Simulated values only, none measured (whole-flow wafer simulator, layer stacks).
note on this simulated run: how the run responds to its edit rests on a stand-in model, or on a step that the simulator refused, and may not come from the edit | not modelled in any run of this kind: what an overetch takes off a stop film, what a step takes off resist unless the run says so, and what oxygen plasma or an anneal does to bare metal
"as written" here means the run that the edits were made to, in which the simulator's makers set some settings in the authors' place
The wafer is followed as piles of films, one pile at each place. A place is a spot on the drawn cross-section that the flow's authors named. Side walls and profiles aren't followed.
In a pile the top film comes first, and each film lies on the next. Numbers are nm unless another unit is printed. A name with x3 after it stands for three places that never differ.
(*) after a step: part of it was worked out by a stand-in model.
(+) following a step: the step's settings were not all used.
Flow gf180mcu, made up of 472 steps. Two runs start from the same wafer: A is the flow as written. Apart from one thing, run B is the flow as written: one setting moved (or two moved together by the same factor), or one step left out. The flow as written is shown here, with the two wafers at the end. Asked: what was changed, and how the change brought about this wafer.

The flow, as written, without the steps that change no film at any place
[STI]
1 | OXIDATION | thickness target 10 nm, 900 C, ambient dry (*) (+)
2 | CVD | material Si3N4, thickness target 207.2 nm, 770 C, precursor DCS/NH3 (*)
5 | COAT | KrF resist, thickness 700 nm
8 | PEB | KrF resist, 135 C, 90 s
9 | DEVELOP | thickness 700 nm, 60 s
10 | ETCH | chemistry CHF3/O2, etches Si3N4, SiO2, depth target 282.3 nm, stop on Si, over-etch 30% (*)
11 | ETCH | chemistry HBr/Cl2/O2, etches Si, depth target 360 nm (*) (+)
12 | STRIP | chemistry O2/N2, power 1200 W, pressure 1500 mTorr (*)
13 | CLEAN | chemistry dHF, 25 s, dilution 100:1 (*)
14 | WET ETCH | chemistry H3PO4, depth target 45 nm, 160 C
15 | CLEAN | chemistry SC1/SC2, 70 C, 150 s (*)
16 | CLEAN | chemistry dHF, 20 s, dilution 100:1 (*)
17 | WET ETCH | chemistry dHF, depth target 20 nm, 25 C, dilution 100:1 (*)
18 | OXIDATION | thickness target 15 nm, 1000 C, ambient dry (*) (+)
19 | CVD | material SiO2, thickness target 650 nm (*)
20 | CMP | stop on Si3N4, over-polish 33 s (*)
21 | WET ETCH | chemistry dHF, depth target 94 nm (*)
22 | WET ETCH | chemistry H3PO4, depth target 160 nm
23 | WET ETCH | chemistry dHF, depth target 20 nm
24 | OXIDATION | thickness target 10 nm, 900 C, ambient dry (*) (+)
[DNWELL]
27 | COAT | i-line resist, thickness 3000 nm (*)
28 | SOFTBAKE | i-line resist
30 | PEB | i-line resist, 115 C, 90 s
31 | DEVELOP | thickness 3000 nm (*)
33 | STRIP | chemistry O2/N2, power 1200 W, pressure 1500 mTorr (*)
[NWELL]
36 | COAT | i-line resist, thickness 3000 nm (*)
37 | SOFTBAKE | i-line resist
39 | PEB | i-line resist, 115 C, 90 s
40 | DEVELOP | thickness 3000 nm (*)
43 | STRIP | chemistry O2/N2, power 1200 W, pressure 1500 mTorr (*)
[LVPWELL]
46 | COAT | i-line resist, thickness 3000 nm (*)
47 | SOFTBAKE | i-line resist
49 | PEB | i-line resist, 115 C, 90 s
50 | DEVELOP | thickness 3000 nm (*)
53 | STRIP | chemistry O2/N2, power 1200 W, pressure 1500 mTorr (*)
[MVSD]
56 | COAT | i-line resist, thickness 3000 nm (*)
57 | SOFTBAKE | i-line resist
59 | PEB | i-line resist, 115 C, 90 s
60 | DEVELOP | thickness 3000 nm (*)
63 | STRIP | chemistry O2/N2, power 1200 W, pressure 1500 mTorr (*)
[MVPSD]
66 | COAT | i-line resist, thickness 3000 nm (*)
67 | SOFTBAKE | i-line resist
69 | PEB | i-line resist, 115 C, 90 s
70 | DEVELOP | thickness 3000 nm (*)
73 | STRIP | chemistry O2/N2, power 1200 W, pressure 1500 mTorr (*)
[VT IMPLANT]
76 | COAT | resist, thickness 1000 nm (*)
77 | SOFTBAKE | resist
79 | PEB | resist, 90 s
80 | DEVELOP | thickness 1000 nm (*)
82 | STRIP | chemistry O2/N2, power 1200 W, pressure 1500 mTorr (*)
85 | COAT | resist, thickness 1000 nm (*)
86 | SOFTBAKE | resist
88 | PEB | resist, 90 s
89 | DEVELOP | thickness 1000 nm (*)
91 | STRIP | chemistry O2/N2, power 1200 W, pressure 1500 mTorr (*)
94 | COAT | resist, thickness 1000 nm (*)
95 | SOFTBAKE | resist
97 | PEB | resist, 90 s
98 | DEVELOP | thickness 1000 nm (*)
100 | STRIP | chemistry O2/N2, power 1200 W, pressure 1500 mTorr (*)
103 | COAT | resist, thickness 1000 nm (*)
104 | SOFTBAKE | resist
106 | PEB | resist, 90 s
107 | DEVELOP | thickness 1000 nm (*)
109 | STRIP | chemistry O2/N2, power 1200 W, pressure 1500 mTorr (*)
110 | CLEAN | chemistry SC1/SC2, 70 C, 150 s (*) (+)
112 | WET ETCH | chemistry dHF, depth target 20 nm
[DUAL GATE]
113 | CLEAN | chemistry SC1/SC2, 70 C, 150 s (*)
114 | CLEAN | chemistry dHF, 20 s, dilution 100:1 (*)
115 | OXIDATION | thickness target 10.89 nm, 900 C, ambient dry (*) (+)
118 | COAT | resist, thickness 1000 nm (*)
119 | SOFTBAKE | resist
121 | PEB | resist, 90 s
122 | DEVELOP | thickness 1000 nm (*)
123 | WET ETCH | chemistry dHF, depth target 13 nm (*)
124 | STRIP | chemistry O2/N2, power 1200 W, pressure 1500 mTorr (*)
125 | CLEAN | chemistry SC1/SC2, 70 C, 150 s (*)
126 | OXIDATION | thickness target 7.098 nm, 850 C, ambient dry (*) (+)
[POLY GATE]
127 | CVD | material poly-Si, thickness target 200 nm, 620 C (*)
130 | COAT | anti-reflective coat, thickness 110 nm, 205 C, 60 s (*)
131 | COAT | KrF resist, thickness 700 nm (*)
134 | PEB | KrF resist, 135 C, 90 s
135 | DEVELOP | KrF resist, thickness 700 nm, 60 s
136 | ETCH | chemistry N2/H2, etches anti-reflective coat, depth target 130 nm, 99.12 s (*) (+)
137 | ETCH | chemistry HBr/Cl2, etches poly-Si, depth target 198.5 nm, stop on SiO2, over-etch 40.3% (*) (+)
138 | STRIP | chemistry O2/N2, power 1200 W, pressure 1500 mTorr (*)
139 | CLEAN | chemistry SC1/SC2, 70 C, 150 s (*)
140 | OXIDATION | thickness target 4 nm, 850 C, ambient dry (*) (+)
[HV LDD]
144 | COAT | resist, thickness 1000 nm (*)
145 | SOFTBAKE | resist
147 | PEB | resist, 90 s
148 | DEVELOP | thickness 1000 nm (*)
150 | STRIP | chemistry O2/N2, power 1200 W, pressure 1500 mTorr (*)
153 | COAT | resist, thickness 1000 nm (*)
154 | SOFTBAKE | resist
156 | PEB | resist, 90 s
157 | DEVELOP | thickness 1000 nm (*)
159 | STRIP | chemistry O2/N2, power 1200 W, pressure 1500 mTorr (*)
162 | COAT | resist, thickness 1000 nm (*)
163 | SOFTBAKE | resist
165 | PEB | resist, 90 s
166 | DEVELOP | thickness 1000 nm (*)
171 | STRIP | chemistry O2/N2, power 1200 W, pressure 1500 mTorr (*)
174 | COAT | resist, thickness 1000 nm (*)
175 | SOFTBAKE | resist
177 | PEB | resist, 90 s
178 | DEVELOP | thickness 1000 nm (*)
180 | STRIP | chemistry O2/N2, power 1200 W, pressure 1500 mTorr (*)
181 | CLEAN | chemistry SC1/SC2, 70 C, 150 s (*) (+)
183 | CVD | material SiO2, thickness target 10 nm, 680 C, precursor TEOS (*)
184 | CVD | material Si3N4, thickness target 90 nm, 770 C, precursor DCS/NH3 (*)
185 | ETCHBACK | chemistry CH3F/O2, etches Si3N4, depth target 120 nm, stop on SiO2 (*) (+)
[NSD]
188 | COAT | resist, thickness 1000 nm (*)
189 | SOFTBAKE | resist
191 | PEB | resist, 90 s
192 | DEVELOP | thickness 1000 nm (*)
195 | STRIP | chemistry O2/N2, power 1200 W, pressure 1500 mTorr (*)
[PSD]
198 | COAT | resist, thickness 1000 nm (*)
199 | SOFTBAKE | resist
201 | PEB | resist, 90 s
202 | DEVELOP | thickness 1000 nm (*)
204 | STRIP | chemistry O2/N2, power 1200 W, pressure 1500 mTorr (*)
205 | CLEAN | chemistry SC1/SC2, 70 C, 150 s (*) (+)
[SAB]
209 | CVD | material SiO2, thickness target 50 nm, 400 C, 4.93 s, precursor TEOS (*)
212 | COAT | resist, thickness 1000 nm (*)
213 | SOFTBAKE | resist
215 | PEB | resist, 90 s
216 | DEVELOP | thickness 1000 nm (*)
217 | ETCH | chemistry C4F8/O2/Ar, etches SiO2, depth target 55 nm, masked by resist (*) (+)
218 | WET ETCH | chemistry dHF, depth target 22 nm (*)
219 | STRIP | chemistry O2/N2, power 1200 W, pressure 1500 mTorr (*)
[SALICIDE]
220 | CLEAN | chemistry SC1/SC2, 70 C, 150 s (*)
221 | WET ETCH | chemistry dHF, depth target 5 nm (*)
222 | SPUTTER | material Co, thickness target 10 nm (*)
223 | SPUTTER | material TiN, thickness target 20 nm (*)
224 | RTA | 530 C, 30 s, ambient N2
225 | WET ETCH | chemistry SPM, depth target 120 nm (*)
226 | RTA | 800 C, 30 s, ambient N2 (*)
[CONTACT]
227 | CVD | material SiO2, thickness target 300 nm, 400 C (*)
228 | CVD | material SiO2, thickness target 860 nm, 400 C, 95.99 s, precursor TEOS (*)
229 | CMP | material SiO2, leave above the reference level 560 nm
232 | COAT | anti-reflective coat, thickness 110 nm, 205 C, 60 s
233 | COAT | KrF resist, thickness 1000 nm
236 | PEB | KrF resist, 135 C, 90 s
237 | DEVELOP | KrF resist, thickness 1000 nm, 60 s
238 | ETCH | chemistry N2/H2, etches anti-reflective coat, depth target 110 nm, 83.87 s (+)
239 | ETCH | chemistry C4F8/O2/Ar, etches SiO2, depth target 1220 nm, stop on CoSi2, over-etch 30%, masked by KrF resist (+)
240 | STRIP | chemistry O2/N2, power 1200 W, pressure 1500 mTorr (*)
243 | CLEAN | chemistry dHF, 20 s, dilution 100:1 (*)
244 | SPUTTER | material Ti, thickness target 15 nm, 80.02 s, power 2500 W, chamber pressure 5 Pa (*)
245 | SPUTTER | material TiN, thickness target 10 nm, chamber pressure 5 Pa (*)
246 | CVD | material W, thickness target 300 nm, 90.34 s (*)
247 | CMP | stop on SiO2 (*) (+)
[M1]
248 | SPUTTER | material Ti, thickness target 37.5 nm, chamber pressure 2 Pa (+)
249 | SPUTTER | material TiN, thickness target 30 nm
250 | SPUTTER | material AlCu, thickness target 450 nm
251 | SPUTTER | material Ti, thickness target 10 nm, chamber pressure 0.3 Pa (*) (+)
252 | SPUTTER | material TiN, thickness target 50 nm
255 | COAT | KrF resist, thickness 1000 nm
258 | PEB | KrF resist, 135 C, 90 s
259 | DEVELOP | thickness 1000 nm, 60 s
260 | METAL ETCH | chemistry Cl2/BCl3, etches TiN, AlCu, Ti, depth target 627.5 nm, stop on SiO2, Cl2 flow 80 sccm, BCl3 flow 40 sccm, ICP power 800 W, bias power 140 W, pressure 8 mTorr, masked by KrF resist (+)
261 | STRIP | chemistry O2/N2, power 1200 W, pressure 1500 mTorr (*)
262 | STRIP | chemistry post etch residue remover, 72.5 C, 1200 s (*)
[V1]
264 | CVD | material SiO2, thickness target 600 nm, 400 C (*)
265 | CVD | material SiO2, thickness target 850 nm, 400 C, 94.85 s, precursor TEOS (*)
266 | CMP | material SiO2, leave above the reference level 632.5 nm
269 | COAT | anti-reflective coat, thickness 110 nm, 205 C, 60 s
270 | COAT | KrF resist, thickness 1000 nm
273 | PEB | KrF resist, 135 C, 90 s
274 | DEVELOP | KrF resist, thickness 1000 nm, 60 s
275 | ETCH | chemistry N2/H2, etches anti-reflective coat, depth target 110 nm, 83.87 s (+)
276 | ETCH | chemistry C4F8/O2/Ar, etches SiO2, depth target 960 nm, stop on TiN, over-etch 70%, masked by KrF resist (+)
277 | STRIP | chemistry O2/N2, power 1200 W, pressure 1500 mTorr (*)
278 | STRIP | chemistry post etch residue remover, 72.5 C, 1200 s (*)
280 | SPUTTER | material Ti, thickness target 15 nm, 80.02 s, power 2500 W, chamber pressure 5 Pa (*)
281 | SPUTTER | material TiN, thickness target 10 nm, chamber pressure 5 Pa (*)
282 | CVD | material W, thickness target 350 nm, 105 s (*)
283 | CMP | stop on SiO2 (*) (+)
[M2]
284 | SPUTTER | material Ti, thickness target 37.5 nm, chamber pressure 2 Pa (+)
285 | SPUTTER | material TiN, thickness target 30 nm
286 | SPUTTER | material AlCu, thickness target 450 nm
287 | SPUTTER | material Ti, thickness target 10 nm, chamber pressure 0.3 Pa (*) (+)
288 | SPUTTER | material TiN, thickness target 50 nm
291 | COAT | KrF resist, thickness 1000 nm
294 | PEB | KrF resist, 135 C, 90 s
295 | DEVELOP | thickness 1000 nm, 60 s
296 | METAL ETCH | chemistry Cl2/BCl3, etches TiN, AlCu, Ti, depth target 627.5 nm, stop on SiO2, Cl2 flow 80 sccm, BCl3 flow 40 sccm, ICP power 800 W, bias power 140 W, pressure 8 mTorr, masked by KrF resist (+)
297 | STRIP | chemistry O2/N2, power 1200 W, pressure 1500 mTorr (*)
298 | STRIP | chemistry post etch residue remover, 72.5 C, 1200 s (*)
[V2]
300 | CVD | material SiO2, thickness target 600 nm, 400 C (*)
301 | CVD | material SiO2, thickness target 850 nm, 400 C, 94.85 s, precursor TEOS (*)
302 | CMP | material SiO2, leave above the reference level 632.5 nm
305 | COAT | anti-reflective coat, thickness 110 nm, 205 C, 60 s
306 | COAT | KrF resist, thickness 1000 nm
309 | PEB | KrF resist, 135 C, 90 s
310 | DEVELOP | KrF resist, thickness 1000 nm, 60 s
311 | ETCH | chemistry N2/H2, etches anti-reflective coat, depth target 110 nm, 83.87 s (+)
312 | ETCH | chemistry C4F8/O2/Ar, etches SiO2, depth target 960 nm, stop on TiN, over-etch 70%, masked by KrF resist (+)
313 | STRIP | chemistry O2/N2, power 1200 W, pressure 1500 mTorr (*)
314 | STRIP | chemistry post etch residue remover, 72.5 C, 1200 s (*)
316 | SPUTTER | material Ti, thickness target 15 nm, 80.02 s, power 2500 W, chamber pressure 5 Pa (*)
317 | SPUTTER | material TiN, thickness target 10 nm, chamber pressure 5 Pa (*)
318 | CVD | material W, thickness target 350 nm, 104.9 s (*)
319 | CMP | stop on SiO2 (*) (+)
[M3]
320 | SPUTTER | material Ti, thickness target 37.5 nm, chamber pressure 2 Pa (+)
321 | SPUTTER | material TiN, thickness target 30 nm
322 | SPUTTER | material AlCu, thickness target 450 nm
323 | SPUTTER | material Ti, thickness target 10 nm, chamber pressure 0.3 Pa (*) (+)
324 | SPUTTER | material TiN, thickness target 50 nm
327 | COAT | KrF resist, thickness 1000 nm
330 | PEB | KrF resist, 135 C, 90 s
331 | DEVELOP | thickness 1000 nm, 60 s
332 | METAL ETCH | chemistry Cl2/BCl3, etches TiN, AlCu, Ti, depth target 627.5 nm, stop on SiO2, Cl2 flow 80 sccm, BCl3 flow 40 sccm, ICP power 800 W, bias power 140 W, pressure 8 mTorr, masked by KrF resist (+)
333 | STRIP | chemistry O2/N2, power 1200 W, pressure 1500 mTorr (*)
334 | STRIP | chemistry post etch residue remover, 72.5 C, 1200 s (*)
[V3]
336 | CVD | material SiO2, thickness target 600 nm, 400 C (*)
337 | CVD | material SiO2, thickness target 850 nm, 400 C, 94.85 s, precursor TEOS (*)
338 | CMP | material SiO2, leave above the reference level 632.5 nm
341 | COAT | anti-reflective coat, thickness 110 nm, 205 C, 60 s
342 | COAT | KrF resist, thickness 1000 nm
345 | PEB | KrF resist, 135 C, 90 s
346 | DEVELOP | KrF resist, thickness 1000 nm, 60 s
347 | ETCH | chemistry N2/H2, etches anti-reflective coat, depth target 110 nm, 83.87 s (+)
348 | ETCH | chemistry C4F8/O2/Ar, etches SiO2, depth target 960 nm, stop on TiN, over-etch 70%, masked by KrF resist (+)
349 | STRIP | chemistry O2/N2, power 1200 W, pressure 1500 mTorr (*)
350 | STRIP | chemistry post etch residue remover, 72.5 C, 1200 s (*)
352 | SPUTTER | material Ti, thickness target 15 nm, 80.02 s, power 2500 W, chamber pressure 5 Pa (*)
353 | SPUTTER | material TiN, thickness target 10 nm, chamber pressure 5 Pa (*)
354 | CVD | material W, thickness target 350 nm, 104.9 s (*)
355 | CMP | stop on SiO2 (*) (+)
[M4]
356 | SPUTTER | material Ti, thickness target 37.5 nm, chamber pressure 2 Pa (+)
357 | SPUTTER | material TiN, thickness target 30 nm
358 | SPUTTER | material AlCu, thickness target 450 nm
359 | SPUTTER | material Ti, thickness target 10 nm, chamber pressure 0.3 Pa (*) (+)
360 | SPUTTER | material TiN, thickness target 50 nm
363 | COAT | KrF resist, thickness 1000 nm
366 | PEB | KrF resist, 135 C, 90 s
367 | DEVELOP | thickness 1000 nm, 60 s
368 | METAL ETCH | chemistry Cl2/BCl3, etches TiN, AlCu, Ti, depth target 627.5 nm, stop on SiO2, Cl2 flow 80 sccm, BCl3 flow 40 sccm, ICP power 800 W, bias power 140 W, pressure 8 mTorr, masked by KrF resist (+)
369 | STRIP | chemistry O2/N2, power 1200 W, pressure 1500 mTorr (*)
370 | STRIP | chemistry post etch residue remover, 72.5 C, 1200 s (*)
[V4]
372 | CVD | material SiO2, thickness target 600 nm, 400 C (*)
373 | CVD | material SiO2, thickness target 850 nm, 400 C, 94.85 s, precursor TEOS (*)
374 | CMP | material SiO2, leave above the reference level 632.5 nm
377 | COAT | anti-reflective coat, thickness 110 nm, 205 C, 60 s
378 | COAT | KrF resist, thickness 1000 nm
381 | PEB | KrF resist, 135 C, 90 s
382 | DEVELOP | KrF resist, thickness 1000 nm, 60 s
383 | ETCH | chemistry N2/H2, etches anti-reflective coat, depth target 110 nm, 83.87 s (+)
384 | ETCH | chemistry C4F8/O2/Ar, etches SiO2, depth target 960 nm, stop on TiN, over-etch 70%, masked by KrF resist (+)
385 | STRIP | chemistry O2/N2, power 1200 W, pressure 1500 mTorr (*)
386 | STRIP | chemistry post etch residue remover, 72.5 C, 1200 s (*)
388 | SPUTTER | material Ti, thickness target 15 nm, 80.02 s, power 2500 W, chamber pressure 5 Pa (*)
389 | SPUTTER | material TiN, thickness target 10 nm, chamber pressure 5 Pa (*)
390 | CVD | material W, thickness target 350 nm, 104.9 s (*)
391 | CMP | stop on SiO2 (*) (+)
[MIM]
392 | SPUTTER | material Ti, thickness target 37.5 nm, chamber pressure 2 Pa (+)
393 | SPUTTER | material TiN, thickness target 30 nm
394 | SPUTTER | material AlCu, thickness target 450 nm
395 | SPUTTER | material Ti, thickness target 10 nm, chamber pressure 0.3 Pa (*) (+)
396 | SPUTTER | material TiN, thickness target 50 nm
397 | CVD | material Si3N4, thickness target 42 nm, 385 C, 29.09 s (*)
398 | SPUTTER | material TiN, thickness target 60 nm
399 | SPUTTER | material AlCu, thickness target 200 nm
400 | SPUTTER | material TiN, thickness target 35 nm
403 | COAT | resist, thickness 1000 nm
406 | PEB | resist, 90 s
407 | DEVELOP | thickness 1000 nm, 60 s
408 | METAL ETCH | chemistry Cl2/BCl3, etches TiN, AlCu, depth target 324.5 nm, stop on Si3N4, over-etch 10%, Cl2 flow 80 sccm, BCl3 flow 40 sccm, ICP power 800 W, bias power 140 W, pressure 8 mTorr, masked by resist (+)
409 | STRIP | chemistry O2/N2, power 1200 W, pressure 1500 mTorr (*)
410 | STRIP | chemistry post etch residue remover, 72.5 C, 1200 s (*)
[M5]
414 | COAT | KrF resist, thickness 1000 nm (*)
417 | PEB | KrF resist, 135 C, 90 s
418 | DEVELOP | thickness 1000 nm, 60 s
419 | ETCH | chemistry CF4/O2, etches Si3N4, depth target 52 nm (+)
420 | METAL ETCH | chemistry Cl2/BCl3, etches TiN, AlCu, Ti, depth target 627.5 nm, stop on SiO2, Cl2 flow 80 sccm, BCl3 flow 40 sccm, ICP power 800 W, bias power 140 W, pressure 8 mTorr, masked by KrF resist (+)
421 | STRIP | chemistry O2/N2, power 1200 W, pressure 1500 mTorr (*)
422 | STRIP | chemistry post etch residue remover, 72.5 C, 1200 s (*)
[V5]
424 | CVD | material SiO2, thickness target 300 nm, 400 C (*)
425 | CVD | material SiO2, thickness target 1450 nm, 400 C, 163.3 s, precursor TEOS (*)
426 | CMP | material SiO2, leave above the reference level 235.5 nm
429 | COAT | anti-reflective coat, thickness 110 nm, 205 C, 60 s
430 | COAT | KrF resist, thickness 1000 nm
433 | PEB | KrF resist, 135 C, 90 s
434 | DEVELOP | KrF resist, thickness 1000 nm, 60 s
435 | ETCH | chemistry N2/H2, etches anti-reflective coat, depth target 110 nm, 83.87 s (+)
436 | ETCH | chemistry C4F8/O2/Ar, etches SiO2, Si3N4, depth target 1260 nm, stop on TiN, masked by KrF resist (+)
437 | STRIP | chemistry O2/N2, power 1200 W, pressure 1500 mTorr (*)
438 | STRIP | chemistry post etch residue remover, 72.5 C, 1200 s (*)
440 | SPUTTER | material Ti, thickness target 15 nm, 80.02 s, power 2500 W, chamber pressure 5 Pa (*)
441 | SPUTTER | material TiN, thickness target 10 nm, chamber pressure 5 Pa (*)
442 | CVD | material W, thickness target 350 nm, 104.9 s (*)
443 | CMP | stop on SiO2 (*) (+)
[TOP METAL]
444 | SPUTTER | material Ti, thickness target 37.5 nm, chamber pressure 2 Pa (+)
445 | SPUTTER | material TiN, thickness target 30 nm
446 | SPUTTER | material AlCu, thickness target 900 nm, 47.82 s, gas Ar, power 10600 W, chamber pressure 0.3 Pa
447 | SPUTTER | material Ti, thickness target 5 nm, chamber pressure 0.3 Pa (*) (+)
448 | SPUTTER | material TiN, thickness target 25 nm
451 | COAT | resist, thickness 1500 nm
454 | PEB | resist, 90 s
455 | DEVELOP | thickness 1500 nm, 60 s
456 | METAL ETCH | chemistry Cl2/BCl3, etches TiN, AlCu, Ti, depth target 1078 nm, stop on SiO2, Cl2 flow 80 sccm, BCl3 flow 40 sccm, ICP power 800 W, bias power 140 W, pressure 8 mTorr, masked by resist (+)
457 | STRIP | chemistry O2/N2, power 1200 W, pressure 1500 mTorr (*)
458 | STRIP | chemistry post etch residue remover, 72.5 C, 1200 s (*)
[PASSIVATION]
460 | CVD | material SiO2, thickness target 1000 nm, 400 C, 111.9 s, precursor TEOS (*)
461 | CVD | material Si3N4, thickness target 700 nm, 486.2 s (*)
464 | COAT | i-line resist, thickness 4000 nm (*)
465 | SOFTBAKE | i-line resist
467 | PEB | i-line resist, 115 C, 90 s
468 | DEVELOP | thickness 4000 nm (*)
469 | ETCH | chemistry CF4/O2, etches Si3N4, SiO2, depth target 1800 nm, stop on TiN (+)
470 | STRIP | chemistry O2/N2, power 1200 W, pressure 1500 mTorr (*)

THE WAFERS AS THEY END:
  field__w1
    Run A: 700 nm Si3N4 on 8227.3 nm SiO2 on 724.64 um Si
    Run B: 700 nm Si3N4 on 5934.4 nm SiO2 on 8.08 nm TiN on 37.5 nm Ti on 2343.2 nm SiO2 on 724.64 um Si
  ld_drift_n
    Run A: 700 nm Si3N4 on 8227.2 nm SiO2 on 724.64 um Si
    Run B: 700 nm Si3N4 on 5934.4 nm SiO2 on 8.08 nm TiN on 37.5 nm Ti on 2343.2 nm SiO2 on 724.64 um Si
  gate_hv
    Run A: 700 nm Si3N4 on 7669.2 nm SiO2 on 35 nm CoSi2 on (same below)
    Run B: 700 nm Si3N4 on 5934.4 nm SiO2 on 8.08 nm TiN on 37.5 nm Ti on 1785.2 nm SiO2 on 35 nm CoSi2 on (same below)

Cause: step 285, SPUTTER: thickness target 36 nm was run, though the flow has thickness target 30 nm; step 286, SPUTTER: thickness target 540 nm was run, where the flow has thickness target 450 nm.

How this came from the change, step by step:
  285 | SPUTTER | material TiN, thickness target 30 nm
      field, field__w1, field__w2 and 108 more: A TiN gains 30 (new film) | B TiN gains 36 (new film)
  286 | SPUTTER | material AlCu, thickness target 450 nm
      field, field__w1, field__w2 and 108 more: A AlCu gains 450 (new film) | B AlCu gains 540 (new film)
  296 | METAL ETCH | chemistry Cl2/BCl3, etches TiN, AlCu, Ti, depth target 627.5 nm, stop on SiO2, Cl2 flow 80 sccm, BCl3 flow 40 sccm, ICP power 800 W, bias power 140 W, pressure 8 mTorr, masked by KrF resist (+)
      field, field__w1, field__w2 and 103 more: A TiN loses 50 (all of it), Ti loses 10 (all of it), AlCu loses 450 (all of it), TiN loses 30 (all of it), Ti loses 37.5 (all of it) | B TiN loses 50 (all of it), Ti loses 10 (all of it), AlCu loses 540 (all of it), TiN loses 27.5
  300 | CVD | material SiO2, thickness target 600 nm, 400 C (*)
      field, field__w1, field__w2 and 103 more: A SiO2 gains 600 | B SiO2 gains 600 (new film)
  302 | CMP | material SiO2, leave above the reference level 632.5 nm
      field, field__w1, field__w2 and 103 more: A SiO2 loses 300 | B SiO2 loses 249.6
Taking metal films that touch as one body, field__w1 has 1 body; the flow as written gives 0 bodies.
Taking metal films that touch as one body, ld_drift_n has 1 body; the flow as written gives 0 bodies.
Taking metal films that touch as one body, gate_hv has 2 bodies (between them, from the top down: SiO2 1785.2); the flow as written gives 1 body.
